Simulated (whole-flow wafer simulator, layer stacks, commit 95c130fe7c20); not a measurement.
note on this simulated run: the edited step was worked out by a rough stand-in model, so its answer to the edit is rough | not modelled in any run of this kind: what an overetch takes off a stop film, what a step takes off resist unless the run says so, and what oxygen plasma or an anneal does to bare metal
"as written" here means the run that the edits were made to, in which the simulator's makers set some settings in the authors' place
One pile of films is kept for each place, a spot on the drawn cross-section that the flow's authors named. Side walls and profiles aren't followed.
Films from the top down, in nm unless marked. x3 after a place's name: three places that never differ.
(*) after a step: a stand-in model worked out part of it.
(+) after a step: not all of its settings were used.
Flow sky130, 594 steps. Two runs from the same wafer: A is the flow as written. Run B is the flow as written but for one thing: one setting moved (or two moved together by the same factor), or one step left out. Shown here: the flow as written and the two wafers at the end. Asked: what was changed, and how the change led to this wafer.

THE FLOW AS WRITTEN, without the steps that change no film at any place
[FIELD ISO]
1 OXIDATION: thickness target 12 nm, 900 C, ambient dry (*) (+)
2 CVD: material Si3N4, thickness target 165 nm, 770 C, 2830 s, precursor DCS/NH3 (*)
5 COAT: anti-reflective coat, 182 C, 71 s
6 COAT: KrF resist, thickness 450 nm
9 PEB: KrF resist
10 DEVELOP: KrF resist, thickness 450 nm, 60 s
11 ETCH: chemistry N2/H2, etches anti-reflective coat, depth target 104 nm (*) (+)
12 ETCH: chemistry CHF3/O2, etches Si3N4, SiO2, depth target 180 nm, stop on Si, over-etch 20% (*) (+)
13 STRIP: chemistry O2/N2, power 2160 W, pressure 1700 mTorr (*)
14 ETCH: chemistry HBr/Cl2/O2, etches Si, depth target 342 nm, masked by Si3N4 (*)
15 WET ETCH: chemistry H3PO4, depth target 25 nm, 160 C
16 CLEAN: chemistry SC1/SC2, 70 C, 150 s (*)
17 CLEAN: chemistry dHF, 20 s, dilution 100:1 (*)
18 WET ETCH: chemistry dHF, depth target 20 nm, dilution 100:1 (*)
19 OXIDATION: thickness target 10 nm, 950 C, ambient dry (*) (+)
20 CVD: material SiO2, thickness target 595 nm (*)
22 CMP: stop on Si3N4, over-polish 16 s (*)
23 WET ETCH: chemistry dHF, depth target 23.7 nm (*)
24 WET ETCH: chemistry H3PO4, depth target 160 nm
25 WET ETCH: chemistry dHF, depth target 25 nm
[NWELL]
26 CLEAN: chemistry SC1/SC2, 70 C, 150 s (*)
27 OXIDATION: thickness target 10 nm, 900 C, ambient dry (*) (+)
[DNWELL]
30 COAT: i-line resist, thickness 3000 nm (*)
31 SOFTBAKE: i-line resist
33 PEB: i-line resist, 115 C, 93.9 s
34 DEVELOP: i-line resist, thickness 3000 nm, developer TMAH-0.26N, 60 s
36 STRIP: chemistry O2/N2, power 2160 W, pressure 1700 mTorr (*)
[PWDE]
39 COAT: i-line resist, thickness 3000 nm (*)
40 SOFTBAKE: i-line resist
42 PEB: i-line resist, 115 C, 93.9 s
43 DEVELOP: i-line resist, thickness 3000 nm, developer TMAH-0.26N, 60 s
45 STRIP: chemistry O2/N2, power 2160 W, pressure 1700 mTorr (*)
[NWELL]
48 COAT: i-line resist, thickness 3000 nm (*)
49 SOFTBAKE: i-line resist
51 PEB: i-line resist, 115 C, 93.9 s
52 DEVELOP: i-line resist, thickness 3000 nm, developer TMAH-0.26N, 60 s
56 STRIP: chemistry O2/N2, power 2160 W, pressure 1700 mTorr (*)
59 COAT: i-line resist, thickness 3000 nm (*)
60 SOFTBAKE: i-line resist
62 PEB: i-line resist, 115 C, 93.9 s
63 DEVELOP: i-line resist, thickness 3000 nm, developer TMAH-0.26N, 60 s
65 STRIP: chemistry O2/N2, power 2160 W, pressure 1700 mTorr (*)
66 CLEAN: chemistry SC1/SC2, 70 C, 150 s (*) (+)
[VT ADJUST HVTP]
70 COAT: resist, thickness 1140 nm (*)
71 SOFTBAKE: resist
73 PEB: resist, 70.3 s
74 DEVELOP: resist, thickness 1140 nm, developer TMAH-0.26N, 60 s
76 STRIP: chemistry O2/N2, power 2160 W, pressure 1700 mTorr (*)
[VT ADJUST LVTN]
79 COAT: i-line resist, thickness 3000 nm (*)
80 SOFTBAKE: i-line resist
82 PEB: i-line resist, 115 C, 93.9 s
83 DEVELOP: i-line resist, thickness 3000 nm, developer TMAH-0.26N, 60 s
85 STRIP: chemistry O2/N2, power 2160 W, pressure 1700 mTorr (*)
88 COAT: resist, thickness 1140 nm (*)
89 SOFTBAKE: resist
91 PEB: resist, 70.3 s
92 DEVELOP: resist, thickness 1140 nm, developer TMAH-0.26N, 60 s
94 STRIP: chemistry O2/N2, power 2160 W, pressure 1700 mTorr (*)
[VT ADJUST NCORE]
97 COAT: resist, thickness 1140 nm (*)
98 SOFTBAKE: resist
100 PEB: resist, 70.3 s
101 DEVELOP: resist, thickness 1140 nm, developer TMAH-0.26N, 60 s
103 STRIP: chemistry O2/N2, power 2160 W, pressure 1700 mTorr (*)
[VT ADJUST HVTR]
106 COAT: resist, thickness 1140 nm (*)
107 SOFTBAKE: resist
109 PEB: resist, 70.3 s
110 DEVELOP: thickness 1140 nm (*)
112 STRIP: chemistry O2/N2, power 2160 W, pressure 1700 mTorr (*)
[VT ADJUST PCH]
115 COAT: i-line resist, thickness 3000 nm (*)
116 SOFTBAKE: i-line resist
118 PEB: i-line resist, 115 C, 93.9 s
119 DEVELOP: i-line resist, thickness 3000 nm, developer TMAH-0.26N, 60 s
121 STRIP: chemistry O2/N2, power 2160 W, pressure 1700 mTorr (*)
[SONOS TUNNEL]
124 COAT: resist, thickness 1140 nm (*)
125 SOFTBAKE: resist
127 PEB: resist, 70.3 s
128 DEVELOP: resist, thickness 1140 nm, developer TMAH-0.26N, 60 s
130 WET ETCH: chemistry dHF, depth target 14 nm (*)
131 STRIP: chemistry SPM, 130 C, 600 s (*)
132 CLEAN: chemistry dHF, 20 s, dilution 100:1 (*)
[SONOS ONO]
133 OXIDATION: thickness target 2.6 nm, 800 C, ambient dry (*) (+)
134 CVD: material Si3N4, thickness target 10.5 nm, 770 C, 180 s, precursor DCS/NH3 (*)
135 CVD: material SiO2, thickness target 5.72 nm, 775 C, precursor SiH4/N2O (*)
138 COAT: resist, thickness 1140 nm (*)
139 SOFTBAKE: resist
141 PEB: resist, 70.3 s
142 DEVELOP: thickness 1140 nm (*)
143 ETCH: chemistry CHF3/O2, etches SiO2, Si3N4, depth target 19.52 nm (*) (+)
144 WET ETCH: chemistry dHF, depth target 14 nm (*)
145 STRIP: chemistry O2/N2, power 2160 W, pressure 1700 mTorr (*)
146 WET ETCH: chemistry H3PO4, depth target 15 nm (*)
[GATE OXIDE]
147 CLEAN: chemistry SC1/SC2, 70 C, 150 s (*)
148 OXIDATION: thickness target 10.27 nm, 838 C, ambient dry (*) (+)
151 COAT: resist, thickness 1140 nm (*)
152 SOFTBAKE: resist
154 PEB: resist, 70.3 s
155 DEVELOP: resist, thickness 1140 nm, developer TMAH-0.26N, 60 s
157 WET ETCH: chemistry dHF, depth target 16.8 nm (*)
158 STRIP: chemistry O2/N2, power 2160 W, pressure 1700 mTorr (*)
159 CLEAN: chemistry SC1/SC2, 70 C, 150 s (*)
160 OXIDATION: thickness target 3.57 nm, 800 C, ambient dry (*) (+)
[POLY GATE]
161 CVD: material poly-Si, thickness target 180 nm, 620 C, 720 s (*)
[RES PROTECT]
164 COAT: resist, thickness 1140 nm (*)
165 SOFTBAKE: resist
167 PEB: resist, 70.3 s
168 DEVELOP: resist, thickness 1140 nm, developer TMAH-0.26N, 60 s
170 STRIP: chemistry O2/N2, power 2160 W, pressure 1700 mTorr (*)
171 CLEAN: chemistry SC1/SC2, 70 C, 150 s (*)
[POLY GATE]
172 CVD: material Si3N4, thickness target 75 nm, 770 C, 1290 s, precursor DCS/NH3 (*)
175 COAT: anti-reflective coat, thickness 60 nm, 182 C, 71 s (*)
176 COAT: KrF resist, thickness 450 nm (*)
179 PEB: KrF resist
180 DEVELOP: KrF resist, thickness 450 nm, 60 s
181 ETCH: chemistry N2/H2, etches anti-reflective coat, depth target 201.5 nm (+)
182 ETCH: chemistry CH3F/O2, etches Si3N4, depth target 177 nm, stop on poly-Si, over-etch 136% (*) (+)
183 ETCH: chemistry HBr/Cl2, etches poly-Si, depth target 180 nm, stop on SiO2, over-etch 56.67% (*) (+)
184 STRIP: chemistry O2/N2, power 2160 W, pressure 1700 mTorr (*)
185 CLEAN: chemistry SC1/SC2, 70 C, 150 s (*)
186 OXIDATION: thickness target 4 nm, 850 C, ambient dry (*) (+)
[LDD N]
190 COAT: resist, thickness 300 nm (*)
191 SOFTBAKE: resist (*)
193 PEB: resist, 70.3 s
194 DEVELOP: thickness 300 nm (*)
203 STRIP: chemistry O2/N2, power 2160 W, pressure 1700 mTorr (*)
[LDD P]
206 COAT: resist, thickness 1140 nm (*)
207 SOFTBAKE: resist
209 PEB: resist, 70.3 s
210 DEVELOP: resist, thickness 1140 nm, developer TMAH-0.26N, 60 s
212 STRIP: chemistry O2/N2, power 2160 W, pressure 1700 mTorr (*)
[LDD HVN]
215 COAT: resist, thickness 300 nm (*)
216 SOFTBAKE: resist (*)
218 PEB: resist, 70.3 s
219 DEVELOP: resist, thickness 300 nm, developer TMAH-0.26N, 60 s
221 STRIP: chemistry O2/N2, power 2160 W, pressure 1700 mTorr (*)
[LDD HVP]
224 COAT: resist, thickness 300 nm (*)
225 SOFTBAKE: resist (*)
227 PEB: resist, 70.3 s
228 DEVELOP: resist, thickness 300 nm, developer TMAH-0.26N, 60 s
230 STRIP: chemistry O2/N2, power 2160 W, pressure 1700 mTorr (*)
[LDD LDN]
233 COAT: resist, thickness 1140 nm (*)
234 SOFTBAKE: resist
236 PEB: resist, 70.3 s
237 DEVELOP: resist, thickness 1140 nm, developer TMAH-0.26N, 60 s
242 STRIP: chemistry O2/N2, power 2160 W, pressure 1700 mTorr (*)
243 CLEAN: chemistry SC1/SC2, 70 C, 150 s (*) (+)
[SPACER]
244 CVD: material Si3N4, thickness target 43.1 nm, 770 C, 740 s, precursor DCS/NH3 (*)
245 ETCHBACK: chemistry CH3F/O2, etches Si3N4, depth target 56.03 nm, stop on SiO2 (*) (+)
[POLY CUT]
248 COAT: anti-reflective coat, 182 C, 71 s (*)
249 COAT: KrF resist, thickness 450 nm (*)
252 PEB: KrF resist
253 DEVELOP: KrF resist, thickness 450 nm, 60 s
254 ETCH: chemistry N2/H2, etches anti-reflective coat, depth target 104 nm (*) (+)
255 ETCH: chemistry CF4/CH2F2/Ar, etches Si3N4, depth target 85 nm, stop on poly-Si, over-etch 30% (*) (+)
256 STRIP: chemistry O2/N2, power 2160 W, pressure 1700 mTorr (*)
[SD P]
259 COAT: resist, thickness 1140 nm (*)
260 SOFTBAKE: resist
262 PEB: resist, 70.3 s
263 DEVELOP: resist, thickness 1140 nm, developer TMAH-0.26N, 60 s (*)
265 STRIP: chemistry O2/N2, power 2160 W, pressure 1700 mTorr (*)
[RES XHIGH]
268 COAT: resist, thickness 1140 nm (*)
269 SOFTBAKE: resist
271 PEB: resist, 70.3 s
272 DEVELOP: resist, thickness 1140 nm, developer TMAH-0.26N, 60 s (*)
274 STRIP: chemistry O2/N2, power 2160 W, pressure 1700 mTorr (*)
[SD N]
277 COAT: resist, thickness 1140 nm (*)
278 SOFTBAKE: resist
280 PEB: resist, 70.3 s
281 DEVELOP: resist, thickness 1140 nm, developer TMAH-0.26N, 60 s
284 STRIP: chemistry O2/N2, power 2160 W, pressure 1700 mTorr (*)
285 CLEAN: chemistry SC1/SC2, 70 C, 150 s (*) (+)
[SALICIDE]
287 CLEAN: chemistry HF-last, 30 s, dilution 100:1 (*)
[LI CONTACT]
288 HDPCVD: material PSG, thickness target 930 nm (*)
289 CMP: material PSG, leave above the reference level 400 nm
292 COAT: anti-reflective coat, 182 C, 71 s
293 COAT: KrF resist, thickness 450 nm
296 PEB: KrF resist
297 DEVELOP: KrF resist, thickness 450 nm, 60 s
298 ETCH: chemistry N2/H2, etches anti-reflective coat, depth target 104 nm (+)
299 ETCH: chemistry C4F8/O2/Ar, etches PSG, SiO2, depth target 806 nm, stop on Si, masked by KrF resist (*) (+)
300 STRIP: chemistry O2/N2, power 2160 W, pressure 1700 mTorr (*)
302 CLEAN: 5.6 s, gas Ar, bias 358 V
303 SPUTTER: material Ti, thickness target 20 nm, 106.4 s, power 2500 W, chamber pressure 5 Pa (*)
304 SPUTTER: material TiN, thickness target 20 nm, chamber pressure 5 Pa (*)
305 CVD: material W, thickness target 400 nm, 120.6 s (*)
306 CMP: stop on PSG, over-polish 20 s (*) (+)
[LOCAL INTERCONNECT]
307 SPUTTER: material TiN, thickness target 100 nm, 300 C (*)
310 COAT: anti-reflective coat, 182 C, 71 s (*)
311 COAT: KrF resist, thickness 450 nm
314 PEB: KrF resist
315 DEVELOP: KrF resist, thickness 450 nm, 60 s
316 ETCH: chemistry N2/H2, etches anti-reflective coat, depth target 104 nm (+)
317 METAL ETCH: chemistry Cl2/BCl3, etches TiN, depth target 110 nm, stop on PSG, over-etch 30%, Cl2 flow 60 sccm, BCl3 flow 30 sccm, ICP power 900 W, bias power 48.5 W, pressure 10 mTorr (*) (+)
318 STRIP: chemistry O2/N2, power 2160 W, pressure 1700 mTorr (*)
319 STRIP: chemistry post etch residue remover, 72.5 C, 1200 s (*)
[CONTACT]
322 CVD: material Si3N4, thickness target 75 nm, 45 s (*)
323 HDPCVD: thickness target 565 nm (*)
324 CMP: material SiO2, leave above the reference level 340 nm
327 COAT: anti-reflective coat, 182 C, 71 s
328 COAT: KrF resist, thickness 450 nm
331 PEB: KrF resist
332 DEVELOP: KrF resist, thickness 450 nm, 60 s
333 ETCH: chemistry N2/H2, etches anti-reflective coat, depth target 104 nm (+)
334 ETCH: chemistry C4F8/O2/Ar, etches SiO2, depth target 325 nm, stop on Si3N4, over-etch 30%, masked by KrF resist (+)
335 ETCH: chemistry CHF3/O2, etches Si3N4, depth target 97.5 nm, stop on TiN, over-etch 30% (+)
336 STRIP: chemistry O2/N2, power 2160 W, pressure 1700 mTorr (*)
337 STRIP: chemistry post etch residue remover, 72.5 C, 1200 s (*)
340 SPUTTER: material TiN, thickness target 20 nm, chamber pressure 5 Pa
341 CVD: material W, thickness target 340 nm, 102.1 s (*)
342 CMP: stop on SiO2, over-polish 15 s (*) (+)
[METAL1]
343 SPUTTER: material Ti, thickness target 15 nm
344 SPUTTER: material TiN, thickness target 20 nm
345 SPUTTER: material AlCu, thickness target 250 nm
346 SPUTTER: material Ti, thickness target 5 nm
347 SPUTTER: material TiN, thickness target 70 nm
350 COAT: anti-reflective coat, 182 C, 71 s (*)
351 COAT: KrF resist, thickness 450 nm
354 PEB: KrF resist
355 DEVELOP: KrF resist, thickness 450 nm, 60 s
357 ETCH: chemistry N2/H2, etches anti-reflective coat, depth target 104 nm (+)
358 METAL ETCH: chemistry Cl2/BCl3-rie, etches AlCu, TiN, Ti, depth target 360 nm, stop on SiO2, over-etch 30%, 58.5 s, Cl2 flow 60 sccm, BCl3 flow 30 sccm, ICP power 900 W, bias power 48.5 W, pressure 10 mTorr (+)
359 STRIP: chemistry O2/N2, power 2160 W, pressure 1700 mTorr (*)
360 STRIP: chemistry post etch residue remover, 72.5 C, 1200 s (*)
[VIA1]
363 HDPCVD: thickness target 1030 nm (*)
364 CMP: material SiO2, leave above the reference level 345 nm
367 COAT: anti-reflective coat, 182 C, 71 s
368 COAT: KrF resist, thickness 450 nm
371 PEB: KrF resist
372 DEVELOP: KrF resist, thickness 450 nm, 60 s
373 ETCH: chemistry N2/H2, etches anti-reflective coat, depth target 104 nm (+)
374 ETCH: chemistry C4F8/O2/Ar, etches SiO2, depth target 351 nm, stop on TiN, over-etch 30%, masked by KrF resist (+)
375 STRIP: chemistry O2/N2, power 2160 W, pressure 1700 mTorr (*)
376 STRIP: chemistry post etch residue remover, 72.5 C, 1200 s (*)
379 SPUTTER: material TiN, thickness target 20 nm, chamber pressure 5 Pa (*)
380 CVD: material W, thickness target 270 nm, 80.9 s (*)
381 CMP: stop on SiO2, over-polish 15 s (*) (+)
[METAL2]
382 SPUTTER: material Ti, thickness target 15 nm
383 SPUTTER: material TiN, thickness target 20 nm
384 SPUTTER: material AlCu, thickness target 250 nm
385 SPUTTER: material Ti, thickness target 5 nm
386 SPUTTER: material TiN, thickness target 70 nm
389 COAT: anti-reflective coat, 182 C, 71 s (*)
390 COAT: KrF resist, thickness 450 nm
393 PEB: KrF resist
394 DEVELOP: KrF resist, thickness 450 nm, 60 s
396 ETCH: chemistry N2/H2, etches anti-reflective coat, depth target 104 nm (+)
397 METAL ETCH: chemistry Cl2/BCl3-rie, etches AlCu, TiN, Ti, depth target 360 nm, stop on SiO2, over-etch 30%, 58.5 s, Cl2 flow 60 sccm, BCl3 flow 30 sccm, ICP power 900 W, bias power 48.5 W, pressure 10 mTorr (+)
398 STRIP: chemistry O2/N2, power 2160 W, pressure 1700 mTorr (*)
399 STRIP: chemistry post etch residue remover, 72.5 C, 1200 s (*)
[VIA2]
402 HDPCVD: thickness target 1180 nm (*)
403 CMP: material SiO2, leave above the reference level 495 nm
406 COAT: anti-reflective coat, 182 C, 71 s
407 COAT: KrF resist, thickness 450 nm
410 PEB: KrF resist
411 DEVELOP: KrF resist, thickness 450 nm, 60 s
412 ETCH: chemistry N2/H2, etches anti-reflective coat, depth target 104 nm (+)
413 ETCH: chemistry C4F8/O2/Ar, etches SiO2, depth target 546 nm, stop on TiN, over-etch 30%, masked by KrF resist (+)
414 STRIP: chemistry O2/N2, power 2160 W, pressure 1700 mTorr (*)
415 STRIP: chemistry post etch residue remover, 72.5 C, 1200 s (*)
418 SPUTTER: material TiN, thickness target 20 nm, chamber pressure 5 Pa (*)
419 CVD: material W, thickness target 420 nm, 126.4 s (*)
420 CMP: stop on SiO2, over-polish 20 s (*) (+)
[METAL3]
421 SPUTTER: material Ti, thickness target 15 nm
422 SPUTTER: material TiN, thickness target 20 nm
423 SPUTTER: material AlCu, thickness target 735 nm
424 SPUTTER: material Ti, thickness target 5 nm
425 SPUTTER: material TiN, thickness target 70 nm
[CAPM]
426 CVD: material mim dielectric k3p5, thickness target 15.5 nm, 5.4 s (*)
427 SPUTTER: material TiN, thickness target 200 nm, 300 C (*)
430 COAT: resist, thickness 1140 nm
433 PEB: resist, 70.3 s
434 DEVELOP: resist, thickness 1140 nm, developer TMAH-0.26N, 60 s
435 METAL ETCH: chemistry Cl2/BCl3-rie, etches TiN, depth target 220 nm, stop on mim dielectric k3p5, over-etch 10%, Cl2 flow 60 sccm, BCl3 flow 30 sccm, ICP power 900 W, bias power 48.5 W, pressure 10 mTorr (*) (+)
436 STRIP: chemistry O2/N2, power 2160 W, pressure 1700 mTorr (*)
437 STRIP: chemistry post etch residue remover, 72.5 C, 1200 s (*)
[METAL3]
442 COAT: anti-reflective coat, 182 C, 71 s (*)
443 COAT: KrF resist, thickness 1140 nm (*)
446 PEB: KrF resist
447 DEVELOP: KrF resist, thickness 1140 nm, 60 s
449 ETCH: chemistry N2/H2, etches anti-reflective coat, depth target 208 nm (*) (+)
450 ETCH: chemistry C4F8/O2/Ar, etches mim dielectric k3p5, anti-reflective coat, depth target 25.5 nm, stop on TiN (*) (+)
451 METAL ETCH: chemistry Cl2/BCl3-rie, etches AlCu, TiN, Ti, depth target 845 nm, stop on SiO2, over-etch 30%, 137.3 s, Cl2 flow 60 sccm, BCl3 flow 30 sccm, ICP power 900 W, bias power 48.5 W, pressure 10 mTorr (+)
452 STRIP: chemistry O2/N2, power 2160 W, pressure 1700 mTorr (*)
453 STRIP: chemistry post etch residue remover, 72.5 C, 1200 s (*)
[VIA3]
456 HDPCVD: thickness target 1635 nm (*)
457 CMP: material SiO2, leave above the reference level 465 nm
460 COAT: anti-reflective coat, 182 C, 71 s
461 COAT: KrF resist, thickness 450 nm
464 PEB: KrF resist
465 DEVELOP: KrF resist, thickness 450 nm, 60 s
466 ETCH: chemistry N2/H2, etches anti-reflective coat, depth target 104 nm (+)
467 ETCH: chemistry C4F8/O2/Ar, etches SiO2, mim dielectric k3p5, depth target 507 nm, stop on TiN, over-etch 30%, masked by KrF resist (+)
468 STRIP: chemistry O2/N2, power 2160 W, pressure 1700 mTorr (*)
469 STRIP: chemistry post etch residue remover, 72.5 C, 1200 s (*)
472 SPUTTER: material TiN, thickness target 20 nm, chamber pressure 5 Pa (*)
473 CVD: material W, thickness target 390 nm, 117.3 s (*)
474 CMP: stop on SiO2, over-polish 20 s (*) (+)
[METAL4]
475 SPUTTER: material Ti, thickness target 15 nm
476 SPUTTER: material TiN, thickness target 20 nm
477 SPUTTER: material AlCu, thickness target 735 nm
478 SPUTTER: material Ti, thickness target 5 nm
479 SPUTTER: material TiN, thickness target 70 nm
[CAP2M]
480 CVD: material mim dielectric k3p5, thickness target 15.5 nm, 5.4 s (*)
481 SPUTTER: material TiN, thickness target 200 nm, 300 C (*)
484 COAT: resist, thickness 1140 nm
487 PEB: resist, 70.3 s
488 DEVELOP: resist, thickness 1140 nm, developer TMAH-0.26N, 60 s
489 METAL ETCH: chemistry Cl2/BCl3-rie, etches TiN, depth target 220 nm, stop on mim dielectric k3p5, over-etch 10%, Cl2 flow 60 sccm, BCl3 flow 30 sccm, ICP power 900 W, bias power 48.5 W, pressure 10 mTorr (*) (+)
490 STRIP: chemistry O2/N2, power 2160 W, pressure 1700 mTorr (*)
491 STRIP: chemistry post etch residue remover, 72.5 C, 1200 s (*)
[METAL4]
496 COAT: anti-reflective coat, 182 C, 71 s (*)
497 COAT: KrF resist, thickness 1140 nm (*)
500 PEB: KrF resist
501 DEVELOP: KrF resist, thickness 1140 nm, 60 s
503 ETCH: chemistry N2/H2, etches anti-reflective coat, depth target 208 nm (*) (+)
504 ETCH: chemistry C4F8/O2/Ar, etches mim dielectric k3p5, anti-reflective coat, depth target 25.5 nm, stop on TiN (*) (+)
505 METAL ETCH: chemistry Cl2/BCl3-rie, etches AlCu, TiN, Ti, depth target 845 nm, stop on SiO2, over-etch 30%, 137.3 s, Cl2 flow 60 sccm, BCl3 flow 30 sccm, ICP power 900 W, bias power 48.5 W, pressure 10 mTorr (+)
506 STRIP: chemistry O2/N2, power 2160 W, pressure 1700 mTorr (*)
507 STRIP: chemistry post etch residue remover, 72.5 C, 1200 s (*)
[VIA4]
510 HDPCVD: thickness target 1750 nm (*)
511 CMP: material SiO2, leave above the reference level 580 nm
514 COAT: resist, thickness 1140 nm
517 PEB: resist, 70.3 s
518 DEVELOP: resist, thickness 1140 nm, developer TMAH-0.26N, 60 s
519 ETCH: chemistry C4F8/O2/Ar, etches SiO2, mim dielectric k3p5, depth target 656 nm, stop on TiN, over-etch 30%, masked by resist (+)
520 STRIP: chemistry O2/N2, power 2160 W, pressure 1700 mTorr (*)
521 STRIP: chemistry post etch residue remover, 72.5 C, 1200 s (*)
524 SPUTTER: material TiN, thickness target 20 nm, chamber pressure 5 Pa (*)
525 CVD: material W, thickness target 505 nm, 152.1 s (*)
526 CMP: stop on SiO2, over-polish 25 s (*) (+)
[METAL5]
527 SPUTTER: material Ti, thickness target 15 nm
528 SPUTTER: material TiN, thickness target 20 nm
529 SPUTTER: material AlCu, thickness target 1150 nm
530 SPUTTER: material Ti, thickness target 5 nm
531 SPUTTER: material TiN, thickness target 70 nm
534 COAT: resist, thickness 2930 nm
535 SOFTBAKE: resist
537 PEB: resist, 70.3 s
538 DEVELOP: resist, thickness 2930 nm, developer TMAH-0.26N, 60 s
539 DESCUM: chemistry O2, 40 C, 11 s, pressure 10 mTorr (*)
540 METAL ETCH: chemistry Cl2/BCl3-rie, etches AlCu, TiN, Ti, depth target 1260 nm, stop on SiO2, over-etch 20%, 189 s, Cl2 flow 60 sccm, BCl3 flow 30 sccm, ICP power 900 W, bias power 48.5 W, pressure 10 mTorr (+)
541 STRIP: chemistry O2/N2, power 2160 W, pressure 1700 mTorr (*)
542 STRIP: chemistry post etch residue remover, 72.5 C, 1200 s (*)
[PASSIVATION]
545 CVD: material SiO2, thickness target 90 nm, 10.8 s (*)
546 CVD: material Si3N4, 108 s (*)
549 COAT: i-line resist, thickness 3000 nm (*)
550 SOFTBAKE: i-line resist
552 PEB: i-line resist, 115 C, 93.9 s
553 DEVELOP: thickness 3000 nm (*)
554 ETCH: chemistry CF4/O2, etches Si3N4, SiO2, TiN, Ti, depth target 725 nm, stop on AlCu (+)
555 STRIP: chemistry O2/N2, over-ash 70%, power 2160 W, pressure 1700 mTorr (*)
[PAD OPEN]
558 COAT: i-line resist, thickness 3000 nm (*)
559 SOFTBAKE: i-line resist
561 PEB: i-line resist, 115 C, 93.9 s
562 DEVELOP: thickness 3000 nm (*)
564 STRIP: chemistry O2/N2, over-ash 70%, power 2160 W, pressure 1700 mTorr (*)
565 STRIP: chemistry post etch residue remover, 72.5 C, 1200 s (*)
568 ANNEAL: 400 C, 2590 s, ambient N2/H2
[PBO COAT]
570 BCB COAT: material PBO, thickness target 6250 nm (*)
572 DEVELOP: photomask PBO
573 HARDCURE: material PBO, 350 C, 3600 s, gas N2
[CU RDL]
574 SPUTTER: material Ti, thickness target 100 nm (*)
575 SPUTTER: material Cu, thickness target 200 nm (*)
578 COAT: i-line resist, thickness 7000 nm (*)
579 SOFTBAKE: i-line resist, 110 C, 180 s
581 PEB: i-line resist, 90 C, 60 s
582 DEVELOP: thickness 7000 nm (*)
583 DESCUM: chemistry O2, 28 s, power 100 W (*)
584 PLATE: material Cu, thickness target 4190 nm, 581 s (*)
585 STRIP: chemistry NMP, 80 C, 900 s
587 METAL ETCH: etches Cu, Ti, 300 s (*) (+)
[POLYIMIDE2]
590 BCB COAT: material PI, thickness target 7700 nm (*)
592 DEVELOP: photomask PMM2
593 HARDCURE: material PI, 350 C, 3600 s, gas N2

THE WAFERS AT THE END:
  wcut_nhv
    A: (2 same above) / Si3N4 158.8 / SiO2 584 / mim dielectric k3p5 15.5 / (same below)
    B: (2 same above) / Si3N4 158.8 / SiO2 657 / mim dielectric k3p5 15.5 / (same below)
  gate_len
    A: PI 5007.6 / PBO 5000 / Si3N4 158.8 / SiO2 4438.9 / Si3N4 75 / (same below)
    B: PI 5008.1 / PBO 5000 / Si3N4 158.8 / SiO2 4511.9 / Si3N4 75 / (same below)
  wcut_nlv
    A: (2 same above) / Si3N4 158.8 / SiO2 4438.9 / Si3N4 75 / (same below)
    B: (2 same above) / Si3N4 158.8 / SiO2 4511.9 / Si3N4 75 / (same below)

The cause: step 545, CVD: thickness target 143 nm was run, where the flow has thickness target 90 nm; step 545, CVD: 17.2 s was run, where the flow has 10.8 s.

How the change led to this, step by step:
  545 CVD: material SiO2, thickness target 90 nm, 10.8 s (*)
      field, active, gate and 175 more: A SiO2 +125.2 | B SiO2 +198.1
      n_well, p_well, sd_n and 12 more: A SiO2 +125.2 (new film) | B SiO2 +198.1 (new film)
  550 SOFTBAKE: i-line resist
      active: A i-line resist +12 | B i-line resist +13.6
      gate: A i-line resist -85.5 | B i-line resist -89.7
      (and at 61 more places)
  554 ETCH: chemistry CF4/O2, etches Si3N4, SiO2, TiN, Ti, depth target 725 nm, stop on AlCu (+)
      field, active, n_well and 189 more: A i-line resist -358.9 | B i-line resist -431.9
      pad: A Si3N4 -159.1 (all of it), SiO2 -125.2 (all of it), TiN -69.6 (all of it), Ti -5 (all of it) | B Si3N4 -159.1 (all of it), SiO2 -198.1 (all of it), TiN -69.6 (all of it), Ti -5 (all of it)
  555 STRIP: chemistry O2/N2, over-ash 70%, power 2160 W, pressure 1700 mTorr (*)
      gate_hv, dice_street, iso_guard and 83 more: A i-line resist -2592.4 (all of it) | B i-line resist -2519.4 (all of it)
      n_well, p_well, sd_n, sd_p: A i-line resist -1340.8 (all of it) | B i-line resist -1267.9 (all of it)
      (and at 102 more places)
  558 COAT: i-line resist, thickness 3000 nm (*)
      pad: A i-line resist +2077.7 (new film) | B i-line resist +2151.1 (new film)
  559 SOFTBAKE: i-line resist
      field: A i-line resist +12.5 | B i-line resist +14.2
      active: A i-line resist +12 | B i-line resist +13.6
      (and at 68 more places)
  561 PEB: i-line resist, 115 C, 93.9 s
      pad: A i-line resist -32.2 | B i-line resist -33.5
  562 DEVELOP: thickness 3000 nm (*)
      pad: A i-line resist -2045.5 (all of it) | B i-line resist -2117.6 (all of it)
  578 COAT: i-line resist, thickness 7000 nm (*)
      pad: A i-line resist +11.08 um (new film) | B i-line resist +11.16 um (new film)
  579 SOFTBAKE: i-line resist, 110 C, 180 s
      mim, vcap_hvt: A i-line resist -16.8 | B i-line resist -18.1
      ndiff_licon_rim, ndiff_licon: A i-line resist -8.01 | B i-line resist -9
      (and at 28 more places)
  582 DEVELOP: thickness 7000 nm (*)
      pad: A i-line resist -11.08 um (all of it) | B i-line resist -11.16 um (all of it)
